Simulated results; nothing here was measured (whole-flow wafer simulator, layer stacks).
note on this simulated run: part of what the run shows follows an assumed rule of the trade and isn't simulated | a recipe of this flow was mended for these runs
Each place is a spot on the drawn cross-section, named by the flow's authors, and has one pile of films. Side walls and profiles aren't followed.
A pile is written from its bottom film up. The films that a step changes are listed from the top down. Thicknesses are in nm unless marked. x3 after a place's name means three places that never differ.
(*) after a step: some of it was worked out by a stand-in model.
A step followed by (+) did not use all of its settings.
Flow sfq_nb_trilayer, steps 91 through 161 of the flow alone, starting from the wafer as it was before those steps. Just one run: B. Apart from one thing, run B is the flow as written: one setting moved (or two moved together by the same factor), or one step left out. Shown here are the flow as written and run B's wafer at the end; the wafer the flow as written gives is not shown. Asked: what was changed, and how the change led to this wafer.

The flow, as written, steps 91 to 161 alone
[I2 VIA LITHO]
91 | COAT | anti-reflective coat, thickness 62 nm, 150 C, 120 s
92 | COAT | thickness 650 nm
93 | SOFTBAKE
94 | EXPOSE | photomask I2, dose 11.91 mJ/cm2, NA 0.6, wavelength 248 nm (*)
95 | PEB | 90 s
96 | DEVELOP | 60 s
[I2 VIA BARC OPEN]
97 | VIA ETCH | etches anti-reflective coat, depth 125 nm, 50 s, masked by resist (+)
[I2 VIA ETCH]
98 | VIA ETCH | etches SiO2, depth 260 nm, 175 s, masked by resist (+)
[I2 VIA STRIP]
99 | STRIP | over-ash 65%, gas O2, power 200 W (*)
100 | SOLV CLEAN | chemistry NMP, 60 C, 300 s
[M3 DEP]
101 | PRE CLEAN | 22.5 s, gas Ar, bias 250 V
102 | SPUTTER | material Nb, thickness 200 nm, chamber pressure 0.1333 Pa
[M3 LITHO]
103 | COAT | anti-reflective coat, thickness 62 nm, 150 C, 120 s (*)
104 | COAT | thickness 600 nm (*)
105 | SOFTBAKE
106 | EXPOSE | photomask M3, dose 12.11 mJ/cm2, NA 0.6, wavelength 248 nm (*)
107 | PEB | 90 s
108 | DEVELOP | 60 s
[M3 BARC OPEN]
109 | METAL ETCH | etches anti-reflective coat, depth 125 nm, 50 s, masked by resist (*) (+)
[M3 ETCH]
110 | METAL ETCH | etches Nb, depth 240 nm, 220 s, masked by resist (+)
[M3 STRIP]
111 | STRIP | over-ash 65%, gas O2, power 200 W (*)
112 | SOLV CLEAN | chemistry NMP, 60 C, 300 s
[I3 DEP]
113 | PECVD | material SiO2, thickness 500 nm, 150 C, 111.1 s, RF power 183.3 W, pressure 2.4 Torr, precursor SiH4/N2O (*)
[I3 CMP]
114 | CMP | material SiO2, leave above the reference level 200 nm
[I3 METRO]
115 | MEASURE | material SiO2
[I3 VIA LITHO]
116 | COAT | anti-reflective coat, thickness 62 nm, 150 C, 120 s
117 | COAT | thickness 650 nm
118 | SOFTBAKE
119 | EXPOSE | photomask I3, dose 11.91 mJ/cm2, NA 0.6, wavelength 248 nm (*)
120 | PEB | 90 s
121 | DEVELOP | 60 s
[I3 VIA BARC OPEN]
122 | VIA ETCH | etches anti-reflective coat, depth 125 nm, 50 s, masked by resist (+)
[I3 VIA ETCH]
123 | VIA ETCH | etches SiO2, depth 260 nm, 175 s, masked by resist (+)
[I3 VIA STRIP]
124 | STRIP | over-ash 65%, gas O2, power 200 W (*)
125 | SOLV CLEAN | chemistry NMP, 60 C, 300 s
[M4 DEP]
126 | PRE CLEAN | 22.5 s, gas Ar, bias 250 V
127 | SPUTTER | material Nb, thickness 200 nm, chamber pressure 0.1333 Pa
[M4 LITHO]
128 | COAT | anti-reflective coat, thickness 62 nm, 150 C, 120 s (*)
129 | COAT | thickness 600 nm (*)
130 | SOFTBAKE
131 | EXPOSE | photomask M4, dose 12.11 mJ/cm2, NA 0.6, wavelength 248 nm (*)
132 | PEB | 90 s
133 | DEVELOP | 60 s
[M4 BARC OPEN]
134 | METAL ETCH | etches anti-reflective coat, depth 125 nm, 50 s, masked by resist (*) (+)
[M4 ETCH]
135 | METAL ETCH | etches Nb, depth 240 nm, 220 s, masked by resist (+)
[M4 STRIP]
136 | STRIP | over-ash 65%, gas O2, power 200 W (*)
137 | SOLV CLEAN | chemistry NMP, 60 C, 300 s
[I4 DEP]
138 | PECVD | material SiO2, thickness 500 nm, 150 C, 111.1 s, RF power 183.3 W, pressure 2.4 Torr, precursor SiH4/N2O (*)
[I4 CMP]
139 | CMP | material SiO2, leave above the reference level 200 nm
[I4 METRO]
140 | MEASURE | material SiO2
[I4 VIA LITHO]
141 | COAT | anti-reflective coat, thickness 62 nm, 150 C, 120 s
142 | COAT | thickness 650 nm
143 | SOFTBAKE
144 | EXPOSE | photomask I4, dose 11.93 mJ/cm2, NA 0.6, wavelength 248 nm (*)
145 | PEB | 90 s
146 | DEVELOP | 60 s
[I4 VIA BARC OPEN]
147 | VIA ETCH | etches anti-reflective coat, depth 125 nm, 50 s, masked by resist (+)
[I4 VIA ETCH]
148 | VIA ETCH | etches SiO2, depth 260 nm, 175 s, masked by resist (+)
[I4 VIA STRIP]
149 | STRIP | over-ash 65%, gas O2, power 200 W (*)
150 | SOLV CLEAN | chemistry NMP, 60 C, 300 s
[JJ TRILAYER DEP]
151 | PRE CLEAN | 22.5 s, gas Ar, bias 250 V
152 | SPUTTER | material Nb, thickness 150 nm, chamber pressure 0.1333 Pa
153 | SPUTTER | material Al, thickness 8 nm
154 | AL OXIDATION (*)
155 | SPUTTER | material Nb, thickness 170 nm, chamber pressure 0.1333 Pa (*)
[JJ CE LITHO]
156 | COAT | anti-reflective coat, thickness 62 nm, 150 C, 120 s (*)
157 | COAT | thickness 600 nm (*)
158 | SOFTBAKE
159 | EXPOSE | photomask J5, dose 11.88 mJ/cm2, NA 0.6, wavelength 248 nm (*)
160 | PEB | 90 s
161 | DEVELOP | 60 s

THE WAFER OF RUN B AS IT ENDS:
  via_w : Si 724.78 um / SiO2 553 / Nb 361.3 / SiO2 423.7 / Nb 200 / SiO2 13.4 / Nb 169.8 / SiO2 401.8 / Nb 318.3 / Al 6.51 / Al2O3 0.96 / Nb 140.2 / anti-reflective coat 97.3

What caused this: step 94, EXPOSE: dose 4.988 mJ/cm2 was run, while the flow as written has dose 11.91 mJ/cm2.

How this came from the change, step by step:
  96 | DEVELOP | 60 s
      via_w: -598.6 KrF-resist-other-grade (as written it would have been: -648.6 KrF-resist-other-grade (all of it))
  97 | VIA ETCH | etches anti-reflective coat, depth 125 nm, 50 s, masked by resist (+)
      via_w: -50 KrF-resist-other-grade (all of it), -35 anti-reflective coat (as written it would have been: -62 anti-reflective coat (all of it), -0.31 SiO2)
  98 | VIA ETCH | etches SiO2, depth 260 nm, 175 s, masked by resist (+)
      via_w: -27 anti-reflective coat (all of it), -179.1 SiO2 (as written it would have been: -199.7 SiO2 (all of it), -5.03 Nb)
  101 | PRE CLEAN | 22.5 s, gas Ar, bias 250 V
      via_w: -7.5 SiO2 (as written it would have been: -6.45 Nb)
  102 | SPUTTER | material Nb, thickness 200 nm, chamber pressure 0.1333 Pa
      via_w: +169.8 Nb (new film) (as written it would have been: +164.5 Nb)
  103 | COAT | anti-reflective coat, thickness 62 nm, 150 C, 120 s (*)
      via_wl, via_wr: +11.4 anti-reflective coat (new film) (as written it would have been: +16.7 anti-reflective coat (new film))
      field_l: +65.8 anti-reflective coat (new film) (as written it would have been: +67.6 anti-reflective coat (new film))
      (and at 3 other places as well)
  104 | COAT | thickness 600 nm (*)
      via_w: +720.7 KrF-resist-other-grade (new film) (as written it would have been: +738.9 KrF-resist-other-grade (new film))
  109 | METAL ETCH | etches anti-reflective coat, depth 125 nm, 50 s, masked by resist (*) (+)
      field_l: -65.8 anti-reflective coat (all of it) (as written it would have been: -67.6 anti-reflective coat (all of it))
  111 | STRIP | over-ash 65%, gas O2, power 200 W (*)
      v_sur: -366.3 KrF-resist-other-grade (all of it), -39.3 anti-reflective coat (all of it) (as written it would have been: -361 KrF-resist-other-grade (all of it), -46 anti-reflective coat (all of it))
      via_wl: -385.7 KrF-resist-other-grade (all of it), -11.4 anti-reflective coat (all of it) (as written it would have been: -381.1 KrF-resist-other-grade (all of it), -16.7 anti-reflective coat (all of it))
      (and at 3 other places as well)
  113 | PECVD | material SiO2, thickness 500 nm, 150 C, 111.1 s, RF power 183.3 W, pressure 2.4 Torr, precursor SiH4/N2O (*)
      via_w: +566.4 SiO2 (new film) (as written it would have been: +621.2 SiO2 (new film))
  114 | CMP | material SiO2, leave above the reference level 200 nm
      via_w: -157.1 SiO2 (as written it would have been: -181.6 SiO2)
Taking metal films that touch as one body, via_w has 5 bodies (between them, from the top down: Al2O3 0.96; SiO2 401.8; SiO2 13.4; SiO2 423.7); the flow as written gives 4 bodies (between them, from the top down: Al2O3 0.96; SiO2 432; SiO2 423.7).
